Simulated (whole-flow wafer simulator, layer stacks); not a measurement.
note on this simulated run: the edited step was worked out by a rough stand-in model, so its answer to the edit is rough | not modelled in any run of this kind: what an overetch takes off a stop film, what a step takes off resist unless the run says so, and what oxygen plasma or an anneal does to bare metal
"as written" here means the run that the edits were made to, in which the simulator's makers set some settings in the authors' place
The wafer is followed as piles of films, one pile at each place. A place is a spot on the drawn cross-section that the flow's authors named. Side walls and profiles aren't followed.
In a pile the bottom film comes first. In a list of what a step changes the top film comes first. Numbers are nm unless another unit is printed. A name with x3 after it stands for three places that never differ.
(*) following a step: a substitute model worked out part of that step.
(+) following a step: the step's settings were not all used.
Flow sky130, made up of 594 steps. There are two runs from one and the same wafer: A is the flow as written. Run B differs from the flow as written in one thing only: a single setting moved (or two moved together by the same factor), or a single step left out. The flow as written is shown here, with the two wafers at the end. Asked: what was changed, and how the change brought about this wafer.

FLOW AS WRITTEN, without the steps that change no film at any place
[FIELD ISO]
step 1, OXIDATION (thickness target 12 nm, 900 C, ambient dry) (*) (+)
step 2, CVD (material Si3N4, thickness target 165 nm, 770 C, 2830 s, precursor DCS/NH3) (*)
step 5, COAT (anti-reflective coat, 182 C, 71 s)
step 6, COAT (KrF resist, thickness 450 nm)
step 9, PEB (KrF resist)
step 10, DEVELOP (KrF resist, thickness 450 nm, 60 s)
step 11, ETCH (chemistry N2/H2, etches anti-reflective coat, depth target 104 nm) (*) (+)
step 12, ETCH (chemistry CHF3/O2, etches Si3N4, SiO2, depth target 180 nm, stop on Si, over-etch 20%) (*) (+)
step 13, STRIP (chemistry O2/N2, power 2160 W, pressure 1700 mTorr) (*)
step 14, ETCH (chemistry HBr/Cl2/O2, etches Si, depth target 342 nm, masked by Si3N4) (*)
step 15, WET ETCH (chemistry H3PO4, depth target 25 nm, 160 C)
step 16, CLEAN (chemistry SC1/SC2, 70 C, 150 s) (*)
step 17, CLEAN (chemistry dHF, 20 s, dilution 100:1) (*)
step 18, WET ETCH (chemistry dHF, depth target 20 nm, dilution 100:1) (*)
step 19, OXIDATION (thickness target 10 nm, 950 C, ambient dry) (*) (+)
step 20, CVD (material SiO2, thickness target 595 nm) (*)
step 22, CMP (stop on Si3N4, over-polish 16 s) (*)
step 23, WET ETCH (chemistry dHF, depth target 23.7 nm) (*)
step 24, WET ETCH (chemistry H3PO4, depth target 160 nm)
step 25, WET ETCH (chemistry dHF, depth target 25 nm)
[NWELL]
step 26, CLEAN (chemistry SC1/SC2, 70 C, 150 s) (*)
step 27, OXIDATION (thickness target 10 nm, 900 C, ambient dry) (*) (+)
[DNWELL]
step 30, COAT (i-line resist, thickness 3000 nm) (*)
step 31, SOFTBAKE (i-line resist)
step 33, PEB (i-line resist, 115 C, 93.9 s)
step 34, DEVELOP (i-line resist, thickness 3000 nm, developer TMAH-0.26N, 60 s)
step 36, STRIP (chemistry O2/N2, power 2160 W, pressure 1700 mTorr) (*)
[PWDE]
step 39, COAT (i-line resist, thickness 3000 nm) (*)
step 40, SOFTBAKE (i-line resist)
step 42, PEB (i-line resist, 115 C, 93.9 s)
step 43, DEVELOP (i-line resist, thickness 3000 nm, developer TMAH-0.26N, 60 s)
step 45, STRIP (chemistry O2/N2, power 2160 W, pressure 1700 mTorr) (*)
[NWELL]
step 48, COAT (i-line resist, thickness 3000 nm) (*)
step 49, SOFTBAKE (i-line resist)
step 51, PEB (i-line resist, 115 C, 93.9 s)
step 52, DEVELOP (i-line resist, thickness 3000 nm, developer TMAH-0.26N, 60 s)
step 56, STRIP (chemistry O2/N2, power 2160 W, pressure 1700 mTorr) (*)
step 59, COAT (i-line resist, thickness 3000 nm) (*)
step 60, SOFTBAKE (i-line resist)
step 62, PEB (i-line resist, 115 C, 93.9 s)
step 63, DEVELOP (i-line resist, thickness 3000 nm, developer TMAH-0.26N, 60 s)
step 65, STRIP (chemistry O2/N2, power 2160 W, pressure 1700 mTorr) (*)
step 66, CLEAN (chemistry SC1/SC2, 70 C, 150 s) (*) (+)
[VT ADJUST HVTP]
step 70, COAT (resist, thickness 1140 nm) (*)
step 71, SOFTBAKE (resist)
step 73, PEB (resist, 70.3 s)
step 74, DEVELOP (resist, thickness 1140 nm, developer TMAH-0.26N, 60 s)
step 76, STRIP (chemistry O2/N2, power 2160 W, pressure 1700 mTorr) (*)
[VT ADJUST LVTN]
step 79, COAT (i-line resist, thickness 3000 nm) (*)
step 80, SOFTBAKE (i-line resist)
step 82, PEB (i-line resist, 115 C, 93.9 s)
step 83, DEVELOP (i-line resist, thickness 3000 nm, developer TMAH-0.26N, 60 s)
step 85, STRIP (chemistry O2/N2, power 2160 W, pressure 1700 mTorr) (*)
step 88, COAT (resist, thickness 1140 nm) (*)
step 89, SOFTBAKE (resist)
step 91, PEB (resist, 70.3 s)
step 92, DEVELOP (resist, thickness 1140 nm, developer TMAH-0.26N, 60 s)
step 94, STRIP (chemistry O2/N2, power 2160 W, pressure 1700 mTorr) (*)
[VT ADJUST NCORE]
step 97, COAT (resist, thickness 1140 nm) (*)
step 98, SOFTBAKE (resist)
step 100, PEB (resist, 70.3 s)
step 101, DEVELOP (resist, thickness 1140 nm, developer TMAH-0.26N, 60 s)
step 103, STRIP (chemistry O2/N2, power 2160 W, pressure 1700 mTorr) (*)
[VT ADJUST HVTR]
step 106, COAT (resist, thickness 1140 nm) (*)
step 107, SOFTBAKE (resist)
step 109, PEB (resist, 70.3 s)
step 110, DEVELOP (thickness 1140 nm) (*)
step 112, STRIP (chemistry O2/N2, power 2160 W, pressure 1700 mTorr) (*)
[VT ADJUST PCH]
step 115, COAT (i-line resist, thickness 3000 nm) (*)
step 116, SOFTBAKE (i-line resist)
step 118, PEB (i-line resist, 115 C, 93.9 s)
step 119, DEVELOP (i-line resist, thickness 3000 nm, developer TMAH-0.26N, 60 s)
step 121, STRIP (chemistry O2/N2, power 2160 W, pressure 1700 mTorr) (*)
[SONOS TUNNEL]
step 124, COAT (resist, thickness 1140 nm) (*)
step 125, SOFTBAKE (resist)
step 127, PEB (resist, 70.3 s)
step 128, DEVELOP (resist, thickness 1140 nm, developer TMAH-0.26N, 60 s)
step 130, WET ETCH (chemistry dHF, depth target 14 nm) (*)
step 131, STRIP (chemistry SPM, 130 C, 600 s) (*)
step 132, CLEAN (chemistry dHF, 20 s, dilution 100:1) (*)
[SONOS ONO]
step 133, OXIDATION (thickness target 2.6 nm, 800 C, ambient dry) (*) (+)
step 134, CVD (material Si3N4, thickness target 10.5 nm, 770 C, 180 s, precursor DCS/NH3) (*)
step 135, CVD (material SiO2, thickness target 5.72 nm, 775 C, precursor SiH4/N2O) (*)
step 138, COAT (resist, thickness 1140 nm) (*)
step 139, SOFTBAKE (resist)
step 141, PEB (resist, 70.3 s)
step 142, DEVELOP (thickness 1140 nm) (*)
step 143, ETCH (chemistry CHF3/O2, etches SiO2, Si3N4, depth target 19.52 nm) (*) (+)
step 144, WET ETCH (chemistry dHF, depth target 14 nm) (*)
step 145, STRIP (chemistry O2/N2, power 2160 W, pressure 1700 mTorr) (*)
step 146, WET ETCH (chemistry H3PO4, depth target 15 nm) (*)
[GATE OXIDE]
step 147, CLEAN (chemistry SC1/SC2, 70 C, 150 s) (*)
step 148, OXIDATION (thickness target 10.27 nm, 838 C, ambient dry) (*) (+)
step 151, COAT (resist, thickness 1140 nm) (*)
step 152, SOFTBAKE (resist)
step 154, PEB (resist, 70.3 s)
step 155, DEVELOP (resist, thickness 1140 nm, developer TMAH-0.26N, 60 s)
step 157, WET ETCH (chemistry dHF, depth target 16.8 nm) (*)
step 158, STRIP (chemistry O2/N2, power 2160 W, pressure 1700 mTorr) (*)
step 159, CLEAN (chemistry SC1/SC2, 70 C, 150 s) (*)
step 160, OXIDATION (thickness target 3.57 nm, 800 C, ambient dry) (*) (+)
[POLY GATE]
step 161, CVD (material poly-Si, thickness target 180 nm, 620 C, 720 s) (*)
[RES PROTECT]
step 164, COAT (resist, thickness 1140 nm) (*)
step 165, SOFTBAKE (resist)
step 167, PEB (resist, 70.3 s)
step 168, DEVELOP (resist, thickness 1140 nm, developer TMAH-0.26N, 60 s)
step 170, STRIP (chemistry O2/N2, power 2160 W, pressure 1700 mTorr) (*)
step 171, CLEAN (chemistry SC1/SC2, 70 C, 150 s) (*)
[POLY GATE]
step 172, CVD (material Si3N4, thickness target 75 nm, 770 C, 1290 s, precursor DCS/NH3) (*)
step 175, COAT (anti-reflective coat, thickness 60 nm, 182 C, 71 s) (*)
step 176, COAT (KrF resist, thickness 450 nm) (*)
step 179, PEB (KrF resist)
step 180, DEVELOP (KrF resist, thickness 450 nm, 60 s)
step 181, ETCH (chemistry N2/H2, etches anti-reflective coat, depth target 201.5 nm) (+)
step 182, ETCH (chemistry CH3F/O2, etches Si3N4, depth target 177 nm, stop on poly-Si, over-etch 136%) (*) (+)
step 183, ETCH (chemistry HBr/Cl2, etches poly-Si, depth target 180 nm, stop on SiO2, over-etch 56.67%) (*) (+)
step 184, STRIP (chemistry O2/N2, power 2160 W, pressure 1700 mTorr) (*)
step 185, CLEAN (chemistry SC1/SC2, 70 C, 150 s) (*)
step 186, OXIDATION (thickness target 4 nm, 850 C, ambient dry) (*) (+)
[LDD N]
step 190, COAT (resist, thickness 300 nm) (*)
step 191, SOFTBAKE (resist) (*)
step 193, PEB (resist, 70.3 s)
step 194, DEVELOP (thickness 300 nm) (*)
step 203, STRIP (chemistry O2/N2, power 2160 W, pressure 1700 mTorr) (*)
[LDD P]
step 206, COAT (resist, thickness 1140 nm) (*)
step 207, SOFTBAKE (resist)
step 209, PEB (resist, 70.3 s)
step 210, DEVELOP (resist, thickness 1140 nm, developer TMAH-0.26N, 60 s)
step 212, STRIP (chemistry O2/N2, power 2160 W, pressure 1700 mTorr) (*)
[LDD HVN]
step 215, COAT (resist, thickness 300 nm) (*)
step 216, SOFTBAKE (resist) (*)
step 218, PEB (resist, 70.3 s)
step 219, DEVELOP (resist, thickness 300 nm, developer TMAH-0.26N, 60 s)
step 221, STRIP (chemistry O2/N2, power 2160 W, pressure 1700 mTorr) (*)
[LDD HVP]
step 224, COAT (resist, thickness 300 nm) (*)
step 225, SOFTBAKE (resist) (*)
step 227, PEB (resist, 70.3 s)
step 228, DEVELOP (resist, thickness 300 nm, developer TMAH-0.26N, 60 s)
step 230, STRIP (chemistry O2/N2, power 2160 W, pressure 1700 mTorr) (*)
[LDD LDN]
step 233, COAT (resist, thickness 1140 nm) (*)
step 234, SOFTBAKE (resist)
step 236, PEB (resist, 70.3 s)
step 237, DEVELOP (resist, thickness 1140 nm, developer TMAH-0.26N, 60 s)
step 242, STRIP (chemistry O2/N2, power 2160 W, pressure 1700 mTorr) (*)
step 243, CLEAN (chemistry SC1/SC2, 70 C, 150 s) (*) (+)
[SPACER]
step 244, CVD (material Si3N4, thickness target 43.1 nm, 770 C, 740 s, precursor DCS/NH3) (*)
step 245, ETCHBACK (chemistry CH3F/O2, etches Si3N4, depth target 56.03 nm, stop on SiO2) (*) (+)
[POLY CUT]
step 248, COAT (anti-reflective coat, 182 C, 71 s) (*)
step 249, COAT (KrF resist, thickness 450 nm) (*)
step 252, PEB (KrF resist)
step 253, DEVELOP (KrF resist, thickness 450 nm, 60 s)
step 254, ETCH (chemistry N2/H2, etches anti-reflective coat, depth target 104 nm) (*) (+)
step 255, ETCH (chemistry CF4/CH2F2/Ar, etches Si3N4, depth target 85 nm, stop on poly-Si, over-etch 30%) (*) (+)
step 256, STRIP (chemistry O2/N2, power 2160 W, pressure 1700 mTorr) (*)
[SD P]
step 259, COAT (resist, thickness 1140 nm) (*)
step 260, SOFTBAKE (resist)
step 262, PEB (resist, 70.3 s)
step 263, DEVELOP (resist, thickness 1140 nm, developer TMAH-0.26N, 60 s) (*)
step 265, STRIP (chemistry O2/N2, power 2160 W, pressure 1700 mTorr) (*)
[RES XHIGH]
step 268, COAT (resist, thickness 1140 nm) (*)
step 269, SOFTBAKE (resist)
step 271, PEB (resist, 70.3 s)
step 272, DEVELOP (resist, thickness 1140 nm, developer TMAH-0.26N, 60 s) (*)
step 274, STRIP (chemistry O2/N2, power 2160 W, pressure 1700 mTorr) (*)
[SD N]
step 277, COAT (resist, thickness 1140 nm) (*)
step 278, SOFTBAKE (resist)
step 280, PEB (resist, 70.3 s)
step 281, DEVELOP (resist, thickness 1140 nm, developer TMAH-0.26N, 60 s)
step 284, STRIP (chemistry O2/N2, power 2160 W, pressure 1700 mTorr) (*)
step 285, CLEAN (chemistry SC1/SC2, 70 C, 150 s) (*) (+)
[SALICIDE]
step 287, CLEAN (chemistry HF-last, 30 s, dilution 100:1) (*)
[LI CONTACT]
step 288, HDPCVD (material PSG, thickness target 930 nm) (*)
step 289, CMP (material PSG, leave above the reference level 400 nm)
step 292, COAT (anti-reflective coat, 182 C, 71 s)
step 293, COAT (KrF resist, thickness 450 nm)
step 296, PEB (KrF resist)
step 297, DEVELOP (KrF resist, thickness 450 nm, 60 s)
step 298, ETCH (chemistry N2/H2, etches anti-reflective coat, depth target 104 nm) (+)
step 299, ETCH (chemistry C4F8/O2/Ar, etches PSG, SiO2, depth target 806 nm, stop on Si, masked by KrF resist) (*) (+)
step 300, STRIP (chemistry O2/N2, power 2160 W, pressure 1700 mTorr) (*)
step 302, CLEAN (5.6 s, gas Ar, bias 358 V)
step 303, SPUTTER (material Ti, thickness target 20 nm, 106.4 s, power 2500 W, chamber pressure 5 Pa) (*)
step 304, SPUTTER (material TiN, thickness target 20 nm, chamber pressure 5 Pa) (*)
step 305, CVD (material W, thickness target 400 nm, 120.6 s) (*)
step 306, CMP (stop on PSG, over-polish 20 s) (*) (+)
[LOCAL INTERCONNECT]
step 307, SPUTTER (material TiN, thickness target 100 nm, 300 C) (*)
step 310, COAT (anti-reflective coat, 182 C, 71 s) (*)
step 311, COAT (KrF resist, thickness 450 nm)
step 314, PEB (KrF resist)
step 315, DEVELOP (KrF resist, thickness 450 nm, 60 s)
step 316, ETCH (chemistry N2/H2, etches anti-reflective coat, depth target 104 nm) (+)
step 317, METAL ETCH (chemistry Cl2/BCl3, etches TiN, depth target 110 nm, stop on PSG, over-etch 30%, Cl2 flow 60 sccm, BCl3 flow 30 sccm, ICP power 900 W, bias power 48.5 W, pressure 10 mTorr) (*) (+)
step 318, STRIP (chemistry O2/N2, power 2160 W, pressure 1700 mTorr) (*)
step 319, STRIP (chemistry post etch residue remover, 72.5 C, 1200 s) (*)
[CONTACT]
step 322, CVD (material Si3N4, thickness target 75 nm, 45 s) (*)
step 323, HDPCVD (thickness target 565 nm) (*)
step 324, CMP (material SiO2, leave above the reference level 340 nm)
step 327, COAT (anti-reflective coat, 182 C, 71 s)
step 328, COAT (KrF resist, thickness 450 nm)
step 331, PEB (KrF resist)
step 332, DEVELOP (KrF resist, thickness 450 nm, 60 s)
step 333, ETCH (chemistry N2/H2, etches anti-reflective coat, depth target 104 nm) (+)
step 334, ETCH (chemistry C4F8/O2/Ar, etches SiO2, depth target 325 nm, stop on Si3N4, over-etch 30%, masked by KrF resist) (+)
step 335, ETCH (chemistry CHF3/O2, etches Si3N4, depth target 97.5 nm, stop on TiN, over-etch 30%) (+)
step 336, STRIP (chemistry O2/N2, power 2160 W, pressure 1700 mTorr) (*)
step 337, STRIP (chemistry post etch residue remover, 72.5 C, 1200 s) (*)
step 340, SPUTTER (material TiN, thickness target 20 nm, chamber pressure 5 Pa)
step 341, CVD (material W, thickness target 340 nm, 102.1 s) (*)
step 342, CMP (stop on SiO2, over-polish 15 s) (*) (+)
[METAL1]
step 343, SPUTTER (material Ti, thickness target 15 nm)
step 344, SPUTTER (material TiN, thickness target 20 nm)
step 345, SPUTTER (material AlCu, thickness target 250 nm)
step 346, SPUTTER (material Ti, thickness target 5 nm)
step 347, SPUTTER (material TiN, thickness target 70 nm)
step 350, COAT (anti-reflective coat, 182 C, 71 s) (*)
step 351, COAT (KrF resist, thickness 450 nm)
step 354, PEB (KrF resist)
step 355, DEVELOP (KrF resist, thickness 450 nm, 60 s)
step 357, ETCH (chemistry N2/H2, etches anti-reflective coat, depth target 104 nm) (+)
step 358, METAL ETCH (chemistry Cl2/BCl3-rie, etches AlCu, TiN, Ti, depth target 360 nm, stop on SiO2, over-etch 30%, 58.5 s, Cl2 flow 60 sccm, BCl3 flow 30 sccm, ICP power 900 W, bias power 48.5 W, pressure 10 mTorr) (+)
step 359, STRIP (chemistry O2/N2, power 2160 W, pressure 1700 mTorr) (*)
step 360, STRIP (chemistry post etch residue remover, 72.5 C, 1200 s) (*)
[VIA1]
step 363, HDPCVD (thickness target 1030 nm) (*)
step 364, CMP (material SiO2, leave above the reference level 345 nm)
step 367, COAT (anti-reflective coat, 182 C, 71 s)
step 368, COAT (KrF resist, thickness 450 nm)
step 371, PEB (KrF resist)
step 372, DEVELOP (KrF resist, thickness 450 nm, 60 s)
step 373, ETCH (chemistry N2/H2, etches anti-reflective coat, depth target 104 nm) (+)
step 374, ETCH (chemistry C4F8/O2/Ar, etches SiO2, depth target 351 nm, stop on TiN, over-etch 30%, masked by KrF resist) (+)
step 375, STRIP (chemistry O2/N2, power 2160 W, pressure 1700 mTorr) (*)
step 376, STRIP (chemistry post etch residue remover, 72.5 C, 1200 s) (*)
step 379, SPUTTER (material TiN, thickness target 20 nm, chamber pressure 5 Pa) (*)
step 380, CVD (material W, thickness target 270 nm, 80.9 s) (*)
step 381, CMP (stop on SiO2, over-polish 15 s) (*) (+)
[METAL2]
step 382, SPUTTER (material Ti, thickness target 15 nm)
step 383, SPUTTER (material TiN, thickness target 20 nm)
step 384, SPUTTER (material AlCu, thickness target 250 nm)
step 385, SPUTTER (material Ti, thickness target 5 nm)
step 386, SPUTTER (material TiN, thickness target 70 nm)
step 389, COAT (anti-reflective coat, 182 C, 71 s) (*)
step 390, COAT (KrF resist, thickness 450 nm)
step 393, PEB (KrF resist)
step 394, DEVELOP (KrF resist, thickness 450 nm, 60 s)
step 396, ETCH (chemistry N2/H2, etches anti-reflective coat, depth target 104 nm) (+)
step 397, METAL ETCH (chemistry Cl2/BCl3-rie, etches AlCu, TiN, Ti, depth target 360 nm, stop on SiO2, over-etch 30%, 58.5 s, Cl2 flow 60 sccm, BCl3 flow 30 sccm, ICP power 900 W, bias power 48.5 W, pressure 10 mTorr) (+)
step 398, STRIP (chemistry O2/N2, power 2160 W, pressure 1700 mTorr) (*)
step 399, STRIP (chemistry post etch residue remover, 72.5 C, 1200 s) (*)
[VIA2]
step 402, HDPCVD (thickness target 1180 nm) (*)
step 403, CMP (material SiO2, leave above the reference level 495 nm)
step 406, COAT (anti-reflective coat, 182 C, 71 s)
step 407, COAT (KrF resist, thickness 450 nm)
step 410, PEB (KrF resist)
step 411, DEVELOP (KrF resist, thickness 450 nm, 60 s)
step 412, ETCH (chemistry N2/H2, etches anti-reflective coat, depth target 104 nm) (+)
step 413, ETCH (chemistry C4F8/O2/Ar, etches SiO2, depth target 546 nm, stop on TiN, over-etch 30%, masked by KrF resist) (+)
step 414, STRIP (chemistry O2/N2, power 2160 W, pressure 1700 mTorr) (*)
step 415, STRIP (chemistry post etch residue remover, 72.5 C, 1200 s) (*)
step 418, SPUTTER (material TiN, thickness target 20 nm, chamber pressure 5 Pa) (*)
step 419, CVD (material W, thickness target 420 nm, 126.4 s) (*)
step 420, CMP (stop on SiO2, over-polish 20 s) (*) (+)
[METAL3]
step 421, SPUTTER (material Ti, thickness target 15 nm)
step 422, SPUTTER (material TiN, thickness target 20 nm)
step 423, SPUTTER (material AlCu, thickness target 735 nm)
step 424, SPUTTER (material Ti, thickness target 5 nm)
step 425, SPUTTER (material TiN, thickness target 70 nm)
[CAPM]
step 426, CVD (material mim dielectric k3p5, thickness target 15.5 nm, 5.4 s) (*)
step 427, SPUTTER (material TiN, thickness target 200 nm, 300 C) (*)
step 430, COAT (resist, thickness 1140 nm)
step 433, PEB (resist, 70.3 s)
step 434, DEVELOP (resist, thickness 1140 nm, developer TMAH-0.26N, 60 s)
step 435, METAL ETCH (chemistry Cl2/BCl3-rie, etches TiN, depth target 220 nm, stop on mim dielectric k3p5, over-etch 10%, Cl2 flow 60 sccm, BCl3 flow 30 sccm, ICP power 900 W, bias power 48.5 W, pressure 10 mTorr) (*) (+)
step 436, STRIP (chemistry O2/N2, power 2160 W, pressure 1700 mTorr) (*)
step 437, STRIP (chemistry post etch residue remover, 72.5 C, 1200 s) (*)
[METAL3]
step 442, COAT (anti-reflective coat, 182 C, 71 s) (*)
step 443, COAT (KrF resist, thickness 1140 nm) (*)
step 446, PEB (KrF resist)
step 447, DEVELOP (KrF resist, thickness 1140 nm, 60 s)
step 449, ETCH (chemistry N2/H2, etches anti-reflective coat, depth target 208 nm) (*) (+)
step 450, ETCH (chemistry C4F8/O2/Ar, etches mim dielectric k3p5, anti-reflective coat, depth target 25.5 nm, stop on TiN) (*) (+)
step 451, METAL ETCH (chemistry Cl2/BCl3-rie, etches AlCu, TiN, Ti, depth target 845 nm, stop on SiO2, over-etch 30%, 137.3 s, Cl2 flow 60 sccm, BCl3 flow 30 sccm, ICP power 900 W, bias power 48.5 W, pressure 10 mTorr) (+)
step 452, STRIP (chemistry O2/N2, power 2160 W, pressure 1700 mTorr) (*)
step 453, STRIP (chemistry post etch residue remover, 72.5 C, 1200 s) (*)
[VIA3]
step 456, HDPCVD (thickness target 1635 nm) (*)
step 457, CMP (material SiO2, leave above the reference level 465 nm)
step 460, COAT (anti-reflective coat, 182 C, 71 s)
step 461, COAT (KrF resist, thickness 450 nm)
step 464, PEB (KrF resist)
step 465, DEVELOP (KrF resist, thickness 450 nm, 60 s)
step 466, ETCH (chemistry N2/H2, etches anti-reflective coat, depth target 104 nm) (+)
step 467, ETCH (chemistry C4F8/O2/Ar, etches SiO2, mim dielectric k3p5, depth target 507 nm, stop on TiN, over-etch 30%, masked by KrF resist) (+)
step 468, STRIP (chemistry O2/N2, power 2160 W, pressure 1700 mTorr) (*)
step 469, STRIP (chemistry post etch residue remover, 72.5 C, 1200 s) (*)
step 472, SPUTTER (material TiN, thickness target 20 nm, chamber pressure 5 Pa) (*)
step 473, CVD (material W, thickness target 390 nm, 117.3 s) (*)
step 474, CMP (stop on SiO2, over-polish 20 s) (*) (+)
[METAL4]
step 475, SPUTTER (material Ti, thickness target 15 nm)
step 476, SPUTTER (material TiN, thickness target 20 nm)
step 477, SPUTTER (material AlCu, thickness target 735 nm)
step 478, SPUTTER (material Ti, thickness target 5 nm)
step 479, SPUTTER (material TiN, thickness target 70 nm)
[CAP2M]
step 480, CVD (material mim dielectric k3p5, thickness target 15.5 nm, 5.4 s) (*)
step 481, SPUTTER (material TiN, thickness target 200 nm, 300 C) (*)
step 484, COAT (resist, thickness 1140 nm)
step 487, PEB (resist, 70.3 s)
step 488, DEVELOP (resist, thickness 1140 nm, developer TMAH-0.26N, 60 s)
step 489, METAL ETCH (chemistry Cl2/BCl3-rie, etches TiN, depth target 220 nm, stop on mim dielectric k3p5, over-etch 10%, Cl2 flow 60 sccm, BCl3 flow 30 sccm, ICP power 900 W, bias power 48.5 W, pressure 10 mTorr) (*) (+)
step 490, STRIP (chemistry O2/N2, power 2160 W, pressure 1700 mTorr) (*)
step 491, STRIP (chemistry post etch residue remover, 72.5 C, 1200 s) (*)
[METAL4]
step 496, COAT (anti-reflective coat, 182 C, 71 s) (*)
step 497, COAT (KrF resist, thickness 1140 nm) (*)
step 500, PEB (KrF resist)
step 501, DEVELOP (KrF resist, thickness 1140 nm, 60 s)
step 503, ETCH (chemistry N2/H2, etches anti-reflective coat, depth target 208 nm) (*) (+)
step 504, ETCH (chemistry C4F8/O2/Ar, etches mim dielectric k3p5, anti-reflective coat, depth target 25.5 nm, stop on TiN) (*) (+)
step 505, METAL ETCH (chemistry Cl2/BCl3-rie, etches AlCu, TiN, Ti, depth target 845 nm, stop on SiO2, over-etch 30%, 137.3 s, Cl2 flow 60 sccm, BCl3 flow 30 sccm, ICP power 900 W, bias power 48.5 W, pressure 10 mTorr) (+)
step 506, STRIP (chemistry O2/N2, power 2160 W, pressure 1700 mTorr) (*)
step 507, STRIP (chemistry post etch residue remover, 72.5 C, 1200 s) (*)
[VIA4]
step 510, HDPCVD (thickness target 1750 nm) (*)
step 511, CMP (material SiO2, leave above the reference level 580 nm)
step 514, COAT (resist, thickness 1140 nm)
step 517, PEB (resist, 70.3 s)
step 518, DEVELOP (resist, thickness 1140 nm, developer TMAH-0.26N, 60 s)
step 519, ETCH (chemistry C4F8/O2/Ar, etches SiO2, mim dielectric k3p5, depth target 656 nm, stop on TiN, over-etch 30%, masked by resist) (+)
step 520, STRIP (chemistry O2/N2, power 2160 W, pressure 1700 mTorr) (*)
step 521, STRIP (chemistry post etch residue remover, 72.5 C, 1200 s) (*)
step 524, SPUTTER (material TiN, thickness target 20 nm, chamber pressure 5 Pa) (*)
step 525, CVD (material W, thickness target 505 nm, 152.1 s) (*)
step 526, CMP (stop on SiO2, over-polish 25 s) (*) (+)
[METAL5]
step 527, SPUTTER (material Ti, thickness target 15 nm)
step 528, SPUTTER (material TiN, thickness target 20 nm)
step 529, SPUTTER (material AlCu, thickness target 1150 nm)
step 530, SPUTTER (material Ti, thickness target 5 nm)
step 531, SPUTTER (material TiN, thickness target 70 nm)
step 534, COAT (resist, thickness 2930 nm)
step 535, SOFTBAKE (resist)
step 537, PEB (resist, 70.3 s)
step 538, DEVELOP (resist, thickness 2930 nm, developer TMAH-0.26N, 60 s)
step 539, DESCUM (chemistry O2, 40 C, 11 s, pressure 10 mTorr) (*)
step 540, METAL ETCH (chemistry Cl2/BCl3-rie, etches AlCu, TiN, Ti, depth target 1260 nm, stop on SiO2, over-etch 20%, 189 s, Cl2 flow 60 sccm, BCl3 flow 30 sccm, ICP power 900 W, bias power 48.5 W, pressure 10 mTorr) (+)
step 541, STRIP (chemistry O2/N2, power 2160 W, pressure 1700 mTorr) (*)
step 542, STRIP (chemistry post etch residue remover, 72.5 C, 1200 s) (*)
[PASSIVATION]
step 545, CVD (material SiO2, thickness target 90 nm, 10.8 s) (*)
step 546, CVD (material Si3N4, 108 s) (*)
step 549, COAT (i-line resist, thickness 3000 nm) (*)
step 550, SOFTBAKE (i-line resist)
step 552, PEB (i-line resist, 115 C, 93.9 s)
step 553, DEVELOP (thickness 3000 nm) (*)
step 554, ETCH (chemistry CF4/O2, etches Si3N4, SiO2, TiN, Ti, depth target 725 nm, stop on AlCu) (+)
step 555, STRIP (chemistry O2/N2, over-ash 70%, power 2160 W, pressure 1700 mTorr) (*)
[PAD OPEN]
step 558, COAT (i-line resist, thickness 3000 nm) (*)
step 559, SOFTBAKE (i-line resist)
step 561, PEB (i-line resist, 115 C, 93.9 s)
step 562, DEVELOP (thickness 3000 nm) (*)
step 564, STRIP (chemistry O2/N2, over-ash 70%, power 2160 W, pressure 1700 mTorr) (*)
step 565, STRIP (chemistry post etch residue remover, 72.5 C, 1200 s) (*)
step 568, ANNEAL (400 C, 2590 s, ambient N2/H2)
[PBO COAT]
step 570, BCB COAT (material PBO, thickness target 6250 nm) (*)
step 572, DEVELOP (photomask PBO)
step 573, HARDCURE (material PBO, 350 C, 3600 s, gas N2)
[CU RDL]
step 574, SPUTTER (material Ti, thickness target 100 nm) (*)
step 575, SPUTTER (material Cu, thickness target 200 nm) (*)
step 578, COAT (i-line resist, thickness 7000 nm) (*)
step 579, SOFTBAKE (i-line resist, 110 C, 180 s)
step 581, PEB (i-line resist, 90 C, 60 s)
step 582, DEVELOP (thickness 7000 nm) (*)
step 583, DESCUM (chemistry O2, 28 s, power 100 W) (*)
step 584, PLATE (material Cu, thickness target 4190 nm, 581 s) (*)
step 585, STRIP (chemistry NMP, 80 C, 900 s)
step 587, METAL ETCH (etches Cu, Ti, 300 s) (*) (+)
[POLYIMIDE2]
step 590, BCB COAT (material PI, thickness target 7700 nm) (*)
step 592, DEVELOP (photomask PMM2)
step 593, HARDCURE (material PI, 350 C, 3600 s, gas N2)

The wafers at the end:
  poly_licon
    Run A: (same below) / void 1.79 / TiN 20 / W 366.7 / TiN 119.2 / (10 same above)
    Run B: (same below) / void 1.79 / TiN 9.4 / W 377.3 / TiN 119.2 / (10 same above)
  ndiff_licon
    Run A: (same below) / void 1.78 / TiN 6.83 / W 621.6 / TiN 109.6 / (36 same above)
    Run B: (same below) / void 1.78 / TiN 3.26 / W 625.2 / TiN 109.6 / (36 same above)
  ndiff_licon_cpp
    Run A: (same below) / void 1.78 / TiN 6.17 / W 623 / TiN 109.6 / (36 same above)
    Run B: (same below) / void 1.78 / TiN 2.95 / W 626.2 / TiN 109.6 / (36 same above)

The reason: step 304, SPUTTER: thickness target 9.4 nm was run, while the flow as written has thickness target 20 nm.
The wafer lets one read it off: poly_licon has TiN 9.4, and step 304 as written asks for 20 nm.

Step by step, how the change led to this:
  step 304, SPUTTER (material TiN, thickness target 20 nm, chamber pressure 5 Pa) (*)
      field, active, n_well and 185 more: A TiN gains 20 (new film) | B TiN gains 9.4 (new film)
      ndiff_licon: A TiN gains 6.83 (new film) | B TiN gains 3.26 (new film)
      (and at 2 other places as well)
  step 306, CMP (stop on PSG, over-polish 20 s) (*) (+)
      field, active, n_well and 184 more: A W loses 400 (all of it), TiN loses 20 (all of it), Ti loses 20 (all of it), PSG loses 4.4 | B W loses 400 (all of it), TiN loses 9.4 (all of it), Ti loses 20 (all of it), PSG loses 4.4
      ndiff_licon, ndiff_licon_cpp, rpo_hd_licon: A W loses 444.9 | B W loses 434.3
      (and at 1 other place as well)
